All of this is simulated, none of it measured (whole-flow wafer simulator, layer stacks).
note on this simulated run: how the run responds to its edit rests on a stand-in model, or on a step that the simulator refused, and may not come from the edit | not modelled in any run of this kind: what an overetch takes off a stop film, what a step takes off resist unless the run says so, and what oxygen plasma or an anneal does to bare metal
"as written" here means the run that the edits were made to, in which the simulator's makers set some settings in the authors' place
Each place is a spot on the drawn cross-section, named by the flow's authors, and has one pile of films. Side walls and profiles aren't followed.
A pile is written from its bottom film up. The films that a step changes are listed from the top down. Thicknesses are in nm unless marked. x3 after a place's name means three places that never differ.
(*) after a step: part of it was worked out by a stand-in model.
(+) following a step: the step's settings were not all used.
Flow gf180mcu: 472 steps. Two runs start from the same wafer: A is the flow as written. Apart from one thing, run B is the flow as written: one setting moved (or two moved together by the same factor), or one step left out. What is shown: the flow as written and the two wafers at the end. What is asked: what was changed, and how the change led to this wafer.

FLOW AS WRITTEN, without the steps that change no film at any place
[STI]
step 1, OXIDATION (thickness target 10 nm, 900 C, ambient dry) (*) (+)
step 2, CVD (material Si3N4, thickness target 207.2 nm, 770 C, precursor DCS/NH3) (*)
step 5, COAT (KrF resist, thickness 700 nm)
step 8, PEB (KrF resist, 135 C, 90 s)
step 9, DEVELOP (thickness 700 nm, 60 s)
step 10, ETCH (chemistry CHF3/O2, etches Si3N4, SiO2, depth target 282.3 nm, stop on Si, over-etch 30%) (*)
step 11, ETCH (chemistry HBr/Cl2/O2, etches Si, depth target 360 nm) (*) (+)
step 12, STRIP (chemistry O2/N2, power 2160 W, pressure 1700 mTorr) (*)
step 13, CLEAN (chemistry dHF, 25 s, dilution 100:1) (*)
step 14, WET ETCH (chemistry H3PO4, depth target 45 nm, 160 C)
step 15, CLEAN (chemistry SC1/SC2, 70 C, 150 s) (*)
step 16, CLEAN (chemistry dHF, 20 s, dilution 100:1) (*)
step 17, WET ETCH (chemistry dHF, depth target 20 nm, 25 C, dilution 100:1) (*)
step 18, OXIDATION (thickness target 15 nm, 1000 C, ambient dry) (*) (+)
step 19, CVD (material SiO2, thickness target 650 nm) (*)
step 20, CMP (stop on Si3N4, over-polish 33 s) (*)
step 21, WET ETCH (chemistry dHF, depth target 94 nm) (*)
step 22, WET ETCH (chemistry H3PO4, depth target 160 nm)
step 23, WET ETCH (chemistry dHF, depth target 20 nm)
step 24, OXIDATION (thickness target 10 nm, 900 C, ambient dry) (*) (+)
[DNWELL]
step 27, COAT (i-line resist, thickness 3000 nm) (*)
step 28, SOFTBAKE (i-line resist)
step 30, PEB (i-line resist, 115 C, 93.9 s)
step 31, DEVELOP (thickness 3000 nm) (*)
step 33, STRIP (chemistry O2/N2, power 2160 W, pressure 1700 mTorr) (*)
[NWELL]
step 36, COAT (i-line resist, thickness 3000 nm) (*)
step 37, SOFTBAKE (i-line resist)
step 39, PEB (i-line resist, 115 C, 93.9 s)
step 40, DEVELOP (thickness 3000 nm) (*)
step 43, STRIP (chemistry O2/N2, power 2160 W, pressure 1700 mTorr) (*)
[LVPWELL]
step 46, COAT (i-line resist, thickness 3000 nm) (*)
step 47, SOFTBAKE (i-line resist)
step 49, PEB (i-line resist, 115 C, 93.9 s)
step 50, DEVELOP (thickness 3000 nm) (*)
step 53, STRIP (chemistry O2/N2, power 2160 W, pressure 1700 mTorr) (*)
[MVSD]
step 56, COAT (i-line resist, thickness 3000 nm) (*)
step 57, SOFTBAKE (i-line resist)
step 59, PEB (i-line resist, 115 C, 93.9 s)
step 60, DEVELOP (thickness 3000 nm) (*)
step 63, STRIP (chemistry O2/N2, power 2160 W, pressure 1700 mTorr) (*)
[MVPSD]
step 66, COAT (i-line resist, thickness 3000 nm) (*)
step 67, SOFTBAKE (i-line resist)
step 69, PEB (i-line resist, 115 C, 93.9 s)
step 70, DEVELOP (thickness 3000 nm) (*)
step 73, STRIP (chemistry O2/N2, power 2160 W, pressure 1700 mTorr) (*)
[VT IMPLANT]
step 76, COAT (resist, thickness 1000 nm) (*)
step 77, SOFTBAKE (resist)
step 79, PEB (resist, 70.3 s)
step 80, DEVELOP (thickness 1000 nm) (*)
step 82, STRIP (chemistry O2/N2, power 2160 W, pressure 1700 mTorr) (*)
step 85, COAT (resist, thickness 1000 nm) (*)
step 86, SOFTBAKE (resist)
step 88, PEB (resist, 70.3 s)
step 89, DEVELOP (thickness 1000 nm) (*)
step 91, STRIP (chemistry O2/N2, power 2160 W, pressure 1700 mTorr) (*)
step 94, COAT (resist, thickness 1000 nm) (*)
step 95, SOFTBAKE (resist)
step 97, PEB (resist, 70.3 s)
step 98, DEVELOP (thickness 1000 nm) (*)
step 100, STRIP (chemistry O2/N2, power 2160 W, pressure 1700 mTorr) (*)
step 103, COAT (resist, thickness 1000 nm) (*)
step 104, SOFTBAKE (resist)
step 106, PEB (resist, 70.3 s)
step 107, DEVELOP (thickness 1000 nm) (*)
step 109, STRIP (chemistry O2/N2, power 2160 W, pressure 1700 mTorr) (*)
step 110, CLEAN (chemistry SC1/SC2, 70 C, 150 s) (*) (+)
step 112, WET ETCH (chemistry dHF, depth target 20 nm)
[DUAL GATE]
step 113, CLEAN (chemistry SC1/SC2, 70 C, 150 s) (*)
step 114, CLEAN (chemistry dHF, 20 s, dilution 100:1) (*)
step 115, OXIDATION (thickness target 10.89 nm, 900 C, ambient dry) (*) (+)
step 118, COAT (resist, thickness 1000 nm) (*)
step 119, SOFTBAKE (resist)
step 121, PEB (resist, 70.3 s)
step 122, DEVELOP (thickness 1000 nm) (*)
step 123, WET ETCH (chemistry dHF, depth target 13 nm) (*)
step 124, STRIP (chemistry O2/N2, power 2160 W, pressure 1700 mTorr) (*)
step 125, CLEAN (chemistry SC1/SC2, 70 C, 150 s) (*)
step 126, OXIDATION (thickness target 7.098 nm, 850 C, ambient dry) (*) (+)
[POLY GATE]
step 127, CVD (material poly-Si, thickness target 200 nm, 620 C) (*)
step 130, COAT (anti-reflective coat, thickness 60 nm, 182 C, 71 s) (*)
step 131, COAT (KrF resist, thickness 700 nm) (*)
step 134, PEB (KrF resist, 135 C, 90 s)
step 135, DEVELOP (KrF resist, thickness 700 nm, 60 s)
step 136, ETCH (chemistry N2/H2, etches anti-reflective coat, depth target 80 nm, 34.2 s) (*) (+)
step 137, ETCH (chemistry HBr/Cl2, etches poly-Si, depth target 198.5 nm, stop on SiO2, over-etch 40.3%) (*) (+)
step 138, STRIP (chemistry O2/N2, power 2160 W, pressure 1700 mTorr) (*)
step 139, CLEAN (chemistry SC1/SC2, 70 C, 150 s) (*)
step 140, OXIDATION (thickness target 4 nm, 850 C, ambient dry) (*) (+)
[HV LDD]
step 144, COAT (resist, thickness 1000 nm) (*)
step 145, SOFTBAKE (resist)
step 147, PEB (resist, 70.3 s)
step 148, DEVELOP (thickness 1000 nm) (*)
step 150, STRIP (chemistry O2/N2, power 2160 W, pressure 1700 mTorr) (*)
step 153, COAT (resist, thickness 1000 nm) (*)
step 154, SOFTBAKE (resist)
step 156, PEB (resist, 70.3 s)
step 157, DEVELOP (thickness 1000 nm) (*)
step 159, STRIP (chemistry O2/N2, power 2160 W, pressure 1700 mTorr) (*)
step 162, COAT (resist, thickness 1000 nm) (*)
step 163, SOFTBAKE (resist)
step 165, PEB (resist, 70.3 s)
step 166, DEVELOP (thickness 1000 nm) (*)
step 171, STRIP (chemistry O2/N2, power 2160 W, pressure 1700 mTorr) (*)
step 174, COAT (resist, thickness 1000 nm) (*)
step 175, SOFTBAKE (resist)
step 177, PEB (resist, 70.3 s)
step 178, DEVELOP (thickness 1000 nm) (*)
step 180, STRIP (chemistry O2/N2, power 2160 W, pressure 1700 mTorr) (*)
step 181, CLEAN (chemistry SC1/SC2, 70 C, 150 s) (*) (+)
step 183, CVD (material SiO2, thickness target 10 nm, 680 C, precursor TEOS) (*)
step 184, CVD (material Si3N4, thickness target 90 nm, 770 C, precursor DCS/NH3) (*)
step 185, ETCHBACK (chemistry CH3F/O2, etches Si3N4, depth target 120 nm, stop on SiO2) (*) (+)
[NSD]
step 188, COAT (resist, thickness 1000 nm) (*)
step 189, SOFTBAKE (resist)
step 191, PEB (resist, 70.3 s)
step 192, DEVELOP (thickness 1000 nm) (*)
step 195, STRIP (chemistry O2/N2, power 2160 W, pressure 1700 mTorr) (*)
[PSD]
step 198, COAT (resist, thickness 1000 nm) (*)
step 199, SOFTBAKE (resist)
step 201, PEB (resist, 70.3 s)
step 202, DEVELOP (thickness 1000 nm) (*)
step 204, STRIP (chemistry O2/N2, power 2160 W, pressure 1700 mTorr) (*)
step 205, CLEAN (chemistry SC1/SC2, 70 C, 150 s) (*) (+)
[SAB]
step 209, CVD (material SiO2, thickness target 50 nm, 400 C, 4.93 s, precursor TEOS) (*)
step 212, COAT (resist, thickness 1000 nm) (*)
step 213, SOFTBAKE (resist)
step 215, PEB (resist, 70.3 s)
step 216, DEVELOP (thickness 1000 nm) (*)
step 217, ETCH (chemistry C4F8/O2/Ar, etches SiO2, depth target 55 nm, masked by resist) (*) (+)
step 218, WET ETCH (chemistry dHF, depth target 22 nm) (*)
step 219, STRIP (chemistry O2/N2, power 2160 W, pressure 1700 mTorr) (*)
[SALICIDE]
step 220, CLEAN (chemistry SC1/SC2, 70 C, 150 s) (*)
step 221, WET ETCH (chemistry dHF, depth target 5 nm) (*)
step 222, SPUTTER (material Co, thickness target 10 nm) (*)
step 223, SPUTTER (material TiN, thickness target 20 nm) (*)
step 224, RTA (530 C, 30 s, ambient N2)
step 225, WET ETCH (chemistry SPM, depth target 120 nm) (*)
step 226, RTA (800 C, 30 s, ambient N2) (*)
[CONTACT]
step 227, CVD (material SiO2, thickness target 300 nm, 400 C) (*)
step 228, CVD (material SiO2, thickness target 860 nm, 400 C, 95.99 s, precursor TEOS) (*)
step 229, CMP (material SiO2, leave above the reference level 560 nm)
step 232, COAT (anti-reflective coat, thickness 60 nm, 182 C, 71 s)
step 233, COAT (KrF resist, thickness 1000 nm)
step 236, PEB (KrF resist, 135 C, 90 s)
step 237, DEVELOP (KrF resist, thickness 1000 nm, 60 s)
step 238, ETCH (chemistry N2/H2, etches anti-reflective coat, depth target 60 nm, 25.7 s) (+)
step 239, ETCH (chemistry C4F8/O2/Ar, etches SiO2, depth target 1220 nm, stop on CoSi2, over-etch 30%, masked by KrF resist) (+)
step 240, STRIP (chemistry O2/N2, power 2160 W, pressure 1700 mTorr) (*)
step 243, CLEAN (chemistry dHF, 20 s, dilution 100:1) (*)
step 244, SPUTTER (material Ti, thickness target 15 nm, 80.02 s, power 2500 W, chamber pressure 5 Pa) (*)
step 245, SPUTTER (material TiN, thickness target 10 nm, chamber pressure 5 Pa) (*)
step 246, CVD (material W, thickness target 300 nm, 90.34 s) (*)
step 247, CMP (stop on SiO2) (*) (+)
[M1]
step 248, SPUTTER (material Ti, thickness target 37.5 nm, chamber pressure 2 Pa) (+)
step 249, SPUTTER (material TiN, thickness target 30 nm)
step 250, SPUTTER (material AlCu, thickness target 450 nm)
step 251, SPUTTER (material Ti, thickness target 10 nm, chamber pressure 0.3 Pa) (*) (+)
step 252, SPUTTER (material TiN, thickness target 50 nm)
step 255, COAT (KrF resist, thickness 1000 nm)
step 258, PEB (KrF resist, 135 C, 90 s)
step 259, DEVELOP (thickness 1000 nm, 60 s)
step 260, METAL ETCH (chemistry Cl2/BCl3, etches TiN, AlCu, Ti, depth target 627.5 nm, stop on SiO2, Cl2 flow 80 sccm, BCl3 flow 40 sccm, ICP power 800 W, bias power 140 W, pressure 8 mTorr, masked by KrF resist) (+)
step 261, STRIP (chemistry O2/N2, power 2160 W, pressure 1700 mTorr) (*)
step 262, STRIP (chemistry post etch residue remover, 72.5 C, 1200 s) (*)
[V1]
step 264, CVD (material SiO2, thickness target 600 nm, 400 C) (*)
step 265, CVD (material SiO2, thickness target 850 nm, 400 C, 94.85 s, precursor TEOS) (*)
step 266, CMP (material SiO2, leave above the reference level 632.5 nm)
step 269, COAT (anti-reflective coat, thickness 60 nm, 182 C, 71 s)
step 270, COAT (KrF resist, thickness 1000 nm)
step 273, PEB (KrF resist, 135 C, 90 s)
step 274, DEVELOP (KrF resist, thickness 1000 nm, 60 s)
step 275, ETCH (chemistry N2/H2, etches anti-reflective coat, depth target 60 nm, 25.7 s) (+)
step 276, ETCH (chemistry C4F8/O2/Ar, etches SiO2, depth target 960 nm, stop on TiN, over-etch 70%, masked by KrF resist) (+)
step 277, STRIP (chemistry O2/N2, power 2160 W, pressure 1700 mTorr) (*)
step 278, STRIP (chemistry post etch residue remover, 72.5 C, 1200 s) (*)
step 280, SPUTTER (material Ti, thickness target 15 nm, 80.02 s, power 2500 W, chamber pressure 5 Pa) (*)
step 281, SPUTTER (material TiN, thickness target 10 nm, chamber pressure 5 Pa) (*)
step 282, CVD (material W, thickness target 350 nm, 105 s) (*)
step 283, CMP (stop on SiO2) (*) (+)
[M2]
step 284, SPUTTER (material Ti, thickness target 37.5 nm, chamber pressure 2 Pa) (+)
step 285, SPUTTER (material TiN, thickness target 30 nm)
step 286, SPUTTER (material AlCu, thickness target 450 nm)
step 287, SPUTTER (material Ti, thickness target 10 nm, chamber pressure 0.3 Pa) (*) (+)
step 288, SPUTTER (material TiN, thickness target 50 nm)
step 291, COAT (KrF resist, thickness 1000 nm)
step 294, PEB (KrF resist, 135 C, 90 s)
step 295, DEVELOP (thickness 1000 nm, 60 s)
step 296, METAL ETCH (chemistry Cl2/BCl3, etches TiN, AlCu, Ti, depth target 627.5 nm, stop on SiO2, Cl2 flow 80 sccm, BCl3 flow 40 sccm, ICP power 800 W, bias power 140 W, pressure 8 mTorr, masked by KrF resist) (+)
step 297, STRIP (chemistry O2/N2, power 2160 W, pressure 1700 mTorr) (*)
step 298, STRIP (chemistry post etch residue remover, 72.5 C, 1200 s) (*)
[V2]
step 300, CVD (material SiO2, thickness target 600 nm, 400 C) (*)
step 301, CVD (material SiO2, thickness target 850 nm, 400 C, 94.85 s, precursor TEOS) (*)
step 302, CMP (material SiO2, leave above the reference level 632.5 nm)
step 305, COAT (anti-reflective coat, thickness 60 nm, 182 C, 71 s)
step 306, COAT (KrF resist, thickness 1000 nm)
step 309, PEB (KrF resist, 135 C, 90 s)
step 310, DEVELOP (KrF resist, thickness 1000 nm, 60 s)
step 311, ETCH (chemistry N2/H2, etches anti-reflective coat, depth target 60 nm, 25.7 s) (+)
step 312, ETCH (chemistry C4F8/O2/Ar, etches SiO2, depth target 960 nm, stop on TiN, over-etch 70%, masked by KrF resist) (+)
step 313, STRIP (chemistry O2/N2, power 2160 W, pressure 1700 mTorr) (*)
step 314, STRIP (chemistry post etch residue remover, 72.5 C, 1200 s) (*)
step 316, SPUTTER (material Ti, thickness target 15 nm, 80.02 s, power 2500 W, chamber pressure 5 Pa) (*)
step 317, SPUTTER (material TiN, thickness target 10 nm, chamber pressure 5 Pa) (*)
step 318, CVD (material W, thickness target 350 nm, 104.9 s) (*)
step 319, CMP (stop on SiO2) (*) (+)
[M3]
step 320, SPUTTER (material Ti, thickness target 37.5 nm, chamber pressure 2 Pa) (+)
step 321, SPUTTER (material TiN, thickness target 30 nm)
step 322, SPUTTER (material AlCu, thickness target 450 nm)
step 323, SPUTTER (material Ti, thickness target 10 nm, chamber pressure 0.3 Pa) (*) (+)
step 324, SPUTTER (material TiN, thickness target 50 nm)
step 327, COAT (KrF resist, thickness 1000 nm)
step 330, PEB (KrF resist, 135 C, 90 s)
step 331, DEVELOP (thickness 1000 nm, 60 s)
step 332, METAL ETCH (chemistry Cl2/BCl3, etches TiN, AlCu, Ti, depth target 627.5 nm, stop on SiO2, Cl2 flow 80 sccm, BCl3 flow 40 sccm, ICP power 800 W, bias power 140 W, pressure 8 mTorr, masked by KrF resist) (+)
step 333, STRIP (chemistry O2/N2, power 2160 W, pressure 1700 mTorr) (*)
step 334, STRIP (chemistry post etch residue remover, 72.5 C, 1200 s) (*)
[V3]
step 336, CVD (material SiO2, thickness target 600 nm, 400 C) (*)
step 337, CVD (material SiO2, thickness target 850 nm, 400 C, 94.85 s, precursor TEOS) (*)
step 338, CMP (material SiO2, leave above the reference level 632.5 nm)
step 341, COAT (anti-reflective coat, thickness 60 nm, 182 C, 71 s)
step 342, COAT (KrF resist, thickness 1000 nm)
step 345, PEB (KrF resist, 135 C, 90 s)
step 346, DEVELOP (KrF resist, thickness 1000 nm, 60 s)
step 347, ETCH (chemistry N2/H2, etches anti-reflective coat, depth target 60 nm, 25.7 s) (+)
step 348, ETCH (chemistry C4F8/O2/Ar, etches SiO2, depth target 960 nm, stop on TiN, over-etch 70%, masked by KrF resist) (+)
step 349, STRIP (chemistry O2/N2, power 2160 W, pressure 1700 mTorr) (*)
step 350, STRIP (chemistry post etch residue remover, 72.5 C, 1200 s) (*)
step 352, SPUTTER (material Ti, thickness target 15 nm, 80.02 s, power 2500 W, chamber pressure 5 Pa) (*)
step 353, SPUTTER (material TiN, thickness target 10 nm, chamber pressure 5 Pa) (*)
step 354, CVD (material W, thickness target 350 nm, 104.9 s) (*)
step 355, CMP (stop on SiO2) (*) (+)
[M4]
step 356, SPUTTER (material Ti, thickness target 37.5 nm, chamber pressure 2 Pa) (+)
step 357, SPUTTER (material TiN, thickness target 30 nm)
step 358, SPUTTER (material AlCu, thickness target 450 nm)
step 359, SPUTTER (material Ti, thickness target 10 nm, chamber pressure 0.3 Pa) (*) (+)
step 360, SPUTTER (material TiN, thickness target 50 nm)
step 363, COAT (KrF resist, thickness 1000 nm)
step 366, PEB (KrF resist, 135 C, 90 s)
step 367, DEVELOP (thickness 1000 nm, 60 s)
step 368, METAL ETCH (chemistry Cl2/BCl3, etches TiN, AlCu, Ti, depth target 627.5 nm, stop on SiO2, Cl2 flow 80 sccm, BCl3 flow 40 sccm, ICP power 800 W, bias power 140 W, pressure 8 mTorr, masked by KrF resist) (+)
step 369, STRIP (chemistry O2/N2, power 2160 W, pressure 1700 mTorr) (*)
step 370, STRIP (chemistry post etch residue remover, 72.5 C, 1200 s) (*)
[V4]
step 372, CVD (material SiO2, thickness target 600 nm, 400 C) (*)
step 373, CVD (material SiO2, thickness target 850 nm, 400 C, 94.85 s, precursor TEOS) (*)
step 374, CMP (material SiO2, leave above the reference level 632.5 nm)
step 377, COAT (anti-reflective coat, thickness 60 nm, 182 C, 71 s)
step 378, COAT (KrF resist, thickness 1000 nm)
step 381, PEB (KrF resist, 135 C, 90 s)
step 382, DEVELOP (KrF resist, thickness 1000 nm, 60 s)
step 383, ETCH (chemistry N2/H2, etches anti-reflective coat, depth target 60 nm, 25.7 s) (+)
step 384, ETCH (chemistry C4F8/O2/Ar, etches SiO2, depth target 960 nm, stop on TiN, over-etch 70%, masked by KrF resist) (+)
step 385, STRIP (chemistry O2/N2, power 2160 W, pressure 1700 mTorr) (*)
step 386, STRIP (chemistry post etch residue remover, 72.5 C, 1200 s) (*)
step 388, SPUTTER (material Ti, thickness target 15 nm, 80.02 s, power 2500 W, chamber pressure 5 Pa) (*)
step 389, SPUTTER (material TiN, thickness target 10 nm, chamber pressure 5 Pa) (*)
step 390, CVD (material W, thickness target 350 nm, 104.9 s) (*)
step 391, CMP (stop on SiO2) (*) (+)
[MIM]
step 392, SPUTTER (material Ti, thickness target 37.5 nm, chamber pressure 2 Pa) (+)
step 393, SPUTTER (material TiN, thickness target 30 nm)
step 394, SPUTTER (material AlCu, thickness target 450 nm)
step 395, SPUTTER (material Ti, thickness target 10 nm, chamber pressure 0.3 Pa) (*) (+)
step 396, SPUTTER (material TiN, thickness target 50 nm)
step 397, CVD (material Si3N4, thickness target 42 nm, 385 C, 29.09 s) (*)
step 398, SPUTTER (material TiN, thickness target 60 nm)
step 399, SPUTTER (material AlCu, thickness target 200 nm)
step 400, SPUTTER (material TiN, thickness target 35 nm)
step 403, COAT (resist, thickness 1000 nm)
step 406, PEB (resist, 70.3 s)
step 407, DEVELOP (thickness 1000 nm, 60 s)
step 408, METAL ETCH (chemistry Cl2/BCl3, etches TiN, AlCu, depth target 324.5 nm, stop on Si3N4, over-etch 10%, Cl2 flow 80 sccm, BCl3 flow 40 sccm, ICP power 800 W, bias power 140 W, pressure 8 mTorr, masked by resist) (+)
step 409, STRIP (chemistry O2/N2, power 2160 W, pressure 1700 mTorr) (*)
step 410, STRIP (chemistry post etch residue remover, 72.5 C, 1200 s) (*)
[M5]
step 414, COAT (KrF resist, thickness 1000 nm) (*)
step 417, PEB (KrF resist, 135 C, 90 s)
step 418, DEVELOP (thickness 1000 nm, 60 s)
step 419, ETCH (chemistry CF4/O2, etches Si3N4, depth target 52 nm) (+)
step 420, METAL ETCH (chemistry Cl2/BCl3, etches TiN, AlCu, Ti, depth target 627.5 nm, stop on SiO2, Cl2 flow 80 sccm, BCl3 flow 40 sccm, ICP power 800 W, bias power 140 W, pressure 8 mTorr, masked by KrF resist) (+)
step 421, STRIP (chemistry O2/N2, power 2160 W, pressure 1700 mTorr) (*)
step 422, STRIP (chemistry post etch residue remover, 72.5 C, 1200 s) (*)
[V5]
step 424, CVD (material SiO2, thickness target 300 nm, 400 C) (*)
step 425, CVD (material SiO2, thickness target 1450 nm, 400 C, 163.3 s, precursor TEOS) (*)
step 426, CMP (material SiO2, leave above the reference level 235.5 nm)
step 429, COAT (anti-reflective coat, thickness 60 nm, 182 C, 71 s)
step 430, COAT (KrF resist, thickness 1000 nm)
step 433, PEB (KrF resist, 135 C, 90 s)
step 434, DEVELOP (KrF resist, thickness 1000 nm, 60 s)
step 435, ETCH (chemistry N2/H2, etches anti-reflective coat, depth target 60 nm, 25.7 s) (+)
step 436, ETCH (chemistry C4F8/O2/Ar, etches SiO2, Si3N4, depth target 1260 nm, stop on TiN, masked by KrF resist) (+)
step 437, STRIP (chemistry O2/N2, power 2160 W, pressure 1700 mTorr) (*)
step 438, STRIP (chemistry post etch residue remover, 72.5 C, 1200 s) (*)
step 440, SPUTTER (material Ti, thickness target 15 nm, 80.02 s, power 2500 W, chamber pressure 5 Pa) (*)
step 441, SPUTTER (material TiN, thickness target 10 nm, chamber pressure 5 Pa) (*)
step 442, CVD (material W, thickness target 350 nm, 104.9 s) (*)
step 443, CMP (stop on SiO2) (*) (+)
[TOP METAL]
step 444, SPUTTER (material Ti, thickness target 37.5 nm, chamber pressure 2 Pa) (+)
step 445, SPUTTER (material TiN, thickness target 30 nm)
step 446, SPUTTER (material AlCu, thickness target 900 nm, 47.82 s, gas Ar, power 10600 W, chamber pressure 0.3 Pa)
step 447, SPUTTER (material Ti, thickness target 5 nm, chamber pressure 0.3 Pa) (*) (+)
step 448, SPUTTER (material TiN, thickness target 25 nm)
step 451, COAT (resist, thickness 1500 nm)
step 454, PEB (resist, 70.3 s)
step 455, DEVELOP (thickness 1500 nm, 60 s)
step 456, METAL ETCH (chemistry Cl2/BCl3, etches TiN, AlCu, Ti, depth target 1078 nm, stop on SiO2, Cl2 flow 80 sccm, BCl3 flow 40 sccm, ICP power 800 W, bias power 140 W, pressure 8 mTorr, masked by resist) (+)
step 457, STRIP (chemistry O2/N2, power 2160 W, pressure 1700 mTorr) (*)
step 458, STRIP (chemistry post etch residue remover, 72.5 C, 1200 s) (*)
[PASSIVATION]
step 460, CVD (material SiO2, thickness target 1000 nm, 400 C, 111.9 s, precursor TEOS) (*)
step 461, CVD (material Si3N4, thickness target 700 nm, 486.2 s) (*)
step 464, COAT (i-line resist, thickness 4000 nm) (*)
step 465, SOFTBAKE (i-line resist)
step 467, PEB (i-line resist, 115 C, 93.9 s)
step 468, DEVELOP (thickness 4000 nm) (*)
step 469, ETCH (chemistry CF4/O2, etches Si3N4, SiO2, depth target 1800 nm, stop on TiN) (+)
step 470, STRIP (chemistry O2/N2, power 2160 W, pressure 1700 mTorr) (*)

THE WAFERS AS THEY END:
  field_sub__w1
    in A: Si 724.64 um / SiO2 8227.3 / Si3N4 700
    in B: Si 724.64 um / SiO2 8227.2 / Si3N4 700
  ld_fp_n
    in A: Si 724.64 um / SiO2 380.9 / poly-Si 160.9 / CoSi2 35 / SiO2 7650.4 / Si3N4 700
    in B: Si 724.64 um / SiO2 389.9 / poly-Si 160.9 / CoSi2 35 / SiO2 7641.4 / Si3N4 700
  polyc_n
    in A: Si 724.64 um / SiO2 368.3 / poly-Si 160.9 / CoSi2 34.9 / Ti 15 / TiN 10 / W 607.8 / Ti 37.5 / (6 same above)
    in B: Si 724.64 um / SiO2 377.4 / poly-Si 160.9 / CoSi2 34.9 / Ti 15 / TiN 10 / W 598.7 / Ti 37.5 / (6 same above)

The reason: step 23, WET ETCH: depth target 13 nm was run, while the flow as written has depth target 20 nm.

The path from the change to this, step by step:
  step 23, WET ETCH (chemistry dHF, depth target 20 nm)
      field, field_sub, sti and 34 more: A -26 SiO2 | B -16.9 SiO2
  step 28, SOFTBAKE (i-line resist)
      ldn_fp, ldn_drn: A +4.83 i-line resist | B +5.92 i-line resist
      field: A +2.45 i-line resist | B +3.11 i-line resist
      (also at 30 further places)
  step 37, SOFTBAKE (i-line resist)
      ldn_fp, ldn_drn: A +4.83 i-line resist | B +5.92 i-line resist
      field: A +2.45 i-line resist | B +3.11 i-line resist
      (also at 30 further places)
  step 47, SOFTBAKE (i-line resist)
      ldn_fp, ldn_drn: A +4.83 i-line resist | B +5.92 i-line resist
      field: A +2.45 i-line resist | B +3.11 i-line resist
      (also at 30 further places)
  step 57, SOFTBAKE (i-line resist)
      ldn_fp, ldn_drn: A +4.83 i-line resist | B +5.92 i-line resist
      field: A +2.45 i-line resist | B +3.11 i-line resist
      (also at 30 further places)
  step 67, SOFTBAKE (i-line resist)
      ldn_fp, ldn_drn: A +4.83 i-line resist | B +5.92 i-line resist
      field: A +2.45 i-line resist | B +3.11 i-line resist
      (also at 30 further places)
  step 130, COAT (anti-reflective coat, thickness 60 nm, 182 C, 71 s) (*)
      p_well, spacer, sd_n: A +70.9 anti-reflective coat (new film) | B +79.6 anti-reflective coat (new film)
      field: A +61.5 anti-reflective coat (new film) | B +58.6 anti-reflective coat (new film)
      (also at 69 further places)
  step 136, ETCH (chemistry N2/H2, etches anti-reflective coat, depth target 80 nm, 34.2 s) (*) (+)
      p_well, spacer, sd_n: A -70.9 anti-reflective coat (all of it), -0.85 poly-Si | B -79.6 anti-reflective coat (all of it), -0.63 poly-Si
      field: A -61.5 anti-reflective coat (all of it), -1.09 poly-Si | B -58.6 anti-reflective coat (all of it), -1.16 poly-Si
      (also at 48 further places)
  step 138, STRIP (chemistry O2/N2, power 2160 W, pressure 1700 mTorr) (*)
      gate: A +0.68 chemical SiO2 (new film), -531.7 KrF resist (all of it), -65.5 anti-reflective coat (all of it), -0.3 poly-Si | B +0.68 chemical SiO2 (new film), -532.1 KrF resist (all of it), -69.4 anti-reflective coat (all of it), -0.3 poly-Si
      gate_hv: A +0.68 chemical SiO2 (new film), -528.4 KrF resist (all of it), -61 anti-reflective coat (all of it), -0.3 poly-Si | B +0.68 chemical SiO2 (new film), -530.2 KrF resist (all of it), -62.5 anti-reflective coat (all of it), -0.3 poly-Si
      (also at 19 further places)
  step 145, SOFTBAKE (resist)
      gate_p_hv: A -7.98 resist | B -7.46 resist
  step 154, SOFTBAKE (resist)
      gate_p_hv: A -7.98 resist | B -7.46 resist
  step 163, SOFTBAKE (resist)
      gate_p_hv: A -7.98 resist | B -7.46 resist
  step 175, SOFTBAKE (resist)
      gate_p_hv: A -7.98 resist | B -7.46 resist
  step 189, SOFTBAKE (resist)
      active_hv: A +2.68 resist | B -0.43 resist
      active_nat: A +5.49 resist | B +9.29 resist
  step 199, SOFTBAKE (resist)
      active_hv: A +2.68 resist | B -0.43 resist
      active_nat: A +5.49 resist | B +9.29 resist
  step 209, CVD (material SiO2, thickness target 50 nm, 400 C, 4.93 s, precursor TEOS) (*)
      ld_drn_p: A +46 SiO2 | B +45 SiO2
  ... 4 other steps ...
  step 229, CMP (material SiO2, leave above the reference level 560 nm)
      ldn_sep__w1, ldn_sep__w2, ldn_dft and 8 more: A -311 SiO2 | B -320.1 SiO2
      sti, mim_1p0, pad, dice_street, iso_nw_fld, iso_fld_sub: A -296.8 SiO2 | B -305.9 SiO2
      (also at 40 further places)
